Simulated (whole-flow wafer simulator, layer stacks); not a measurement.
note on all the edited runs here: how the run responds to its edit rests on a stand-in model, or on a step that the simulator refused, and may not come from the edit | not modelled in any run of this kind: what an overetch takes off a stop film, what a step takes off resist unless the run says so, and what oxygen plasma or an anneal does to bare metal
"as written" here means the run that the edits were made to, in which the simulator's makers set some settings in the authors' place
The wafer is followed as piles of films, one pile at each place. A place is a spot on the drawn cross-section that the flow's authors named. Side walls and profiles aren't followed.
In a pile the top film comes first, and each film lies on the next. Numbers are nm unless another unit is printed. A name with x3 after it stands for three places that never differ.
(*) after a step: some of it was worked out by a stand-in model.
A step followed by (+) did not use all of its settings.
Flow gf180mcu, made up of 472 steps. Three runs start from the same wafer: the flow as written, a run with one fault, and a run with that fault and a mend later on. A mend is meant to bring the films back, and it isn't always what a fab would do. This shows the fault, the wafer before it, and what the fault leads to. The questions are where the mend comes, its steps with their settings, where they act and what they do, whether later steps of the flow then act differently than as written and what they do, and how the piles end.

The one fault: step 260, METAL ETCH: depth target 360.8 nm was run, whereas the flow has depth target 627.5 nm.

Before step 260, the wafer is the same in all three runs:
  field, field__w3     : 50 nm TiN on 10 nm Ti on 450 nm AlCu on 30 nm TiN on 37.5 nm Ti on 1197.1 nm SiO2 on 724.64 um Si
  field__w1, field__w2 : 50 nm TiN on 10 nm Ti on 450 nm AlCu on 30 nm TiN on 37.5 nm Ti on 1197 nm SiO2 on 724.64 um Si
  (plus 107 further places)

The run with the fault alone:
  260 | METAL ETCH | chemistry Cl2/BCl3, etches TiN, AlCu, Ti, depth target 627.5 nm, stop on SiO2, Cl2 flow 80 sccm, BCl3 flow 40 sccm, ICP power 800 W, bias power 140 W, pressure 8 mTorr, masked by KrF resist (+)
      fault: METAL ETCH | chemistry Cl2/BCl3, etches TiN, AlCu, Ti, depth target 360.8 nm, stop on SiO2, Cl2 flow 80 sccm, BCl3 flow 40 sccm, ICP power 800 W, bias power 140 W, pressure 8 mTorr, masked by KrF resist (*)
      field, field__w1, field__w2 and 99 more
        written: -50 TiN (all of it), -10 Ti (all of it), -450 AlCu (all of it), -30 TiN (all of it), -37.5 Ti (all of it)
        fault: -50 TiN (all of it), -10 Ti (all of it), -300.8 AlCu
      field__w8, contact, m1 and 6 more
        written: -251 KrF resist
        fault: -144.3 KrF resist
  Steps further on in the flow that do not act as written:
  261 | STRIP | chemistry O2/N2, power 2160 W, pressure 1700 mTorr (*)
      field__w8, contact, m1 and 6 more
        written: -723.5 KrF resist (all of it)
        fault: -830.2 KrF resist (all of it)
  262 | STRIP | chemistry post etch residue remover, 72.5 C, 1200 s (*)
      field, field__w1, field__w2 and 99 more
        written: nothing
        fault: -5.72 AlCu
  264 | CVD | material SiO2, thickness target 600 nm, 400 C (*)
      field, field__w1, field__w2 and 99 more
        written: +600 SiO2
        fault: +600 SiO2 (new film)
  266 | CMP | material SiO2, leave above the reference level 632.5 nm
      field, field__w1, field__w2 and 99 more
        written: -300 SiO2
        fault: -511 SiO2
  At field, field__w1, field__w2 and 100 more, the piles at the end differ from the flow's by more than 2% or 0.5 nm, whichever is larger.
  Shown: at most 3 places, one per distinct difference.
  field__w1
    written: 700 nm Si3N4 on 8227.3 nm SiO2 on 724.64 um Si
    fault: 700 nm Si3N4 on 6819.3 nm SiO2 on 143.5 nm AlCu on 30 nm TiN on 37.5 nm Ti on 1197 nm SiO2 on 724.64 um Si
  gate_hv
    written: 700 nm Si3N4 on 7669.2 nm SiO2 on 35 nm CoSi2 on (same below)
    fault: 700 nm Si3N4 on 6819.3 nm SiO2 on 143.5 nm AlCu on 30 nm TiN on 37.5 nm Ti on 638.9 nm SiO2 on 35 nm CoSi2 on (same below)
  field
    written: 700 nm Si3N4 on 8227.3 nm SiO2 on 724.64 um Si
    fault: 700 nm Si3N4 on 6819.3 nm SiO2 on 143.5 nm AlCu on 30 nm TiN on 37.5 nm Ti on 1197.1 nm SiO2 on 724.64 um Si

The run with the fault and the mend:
  After step 260 comes the mend.
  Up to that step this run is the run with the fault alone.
  260a | METAL ETCH | chemistry Cl2/BCl3, etches TiN, AlCu, Ti, depth target 266.7 nm, stop on SiO2, Cl2 flow 80 sccm, BCl3 flow 40 sccm, ICP power 800 W, bias power 140 W, pressure 8 mTorr, masked by KrF resist (+) (the flow's step 260 again, with other settings)
      field, field__w1, field__w2 and 99 more
        -149.2 AlCu (all of it), -30 TiN (all of it), -37.5 Ti (all of it)
      field__w8, contact, m1 and 6 more
        -106.7 KrF resist
  Every later step of the flow that is run acts as written at every place that is followed.
  By the end, the piles equal the flow's at every place that both follow.
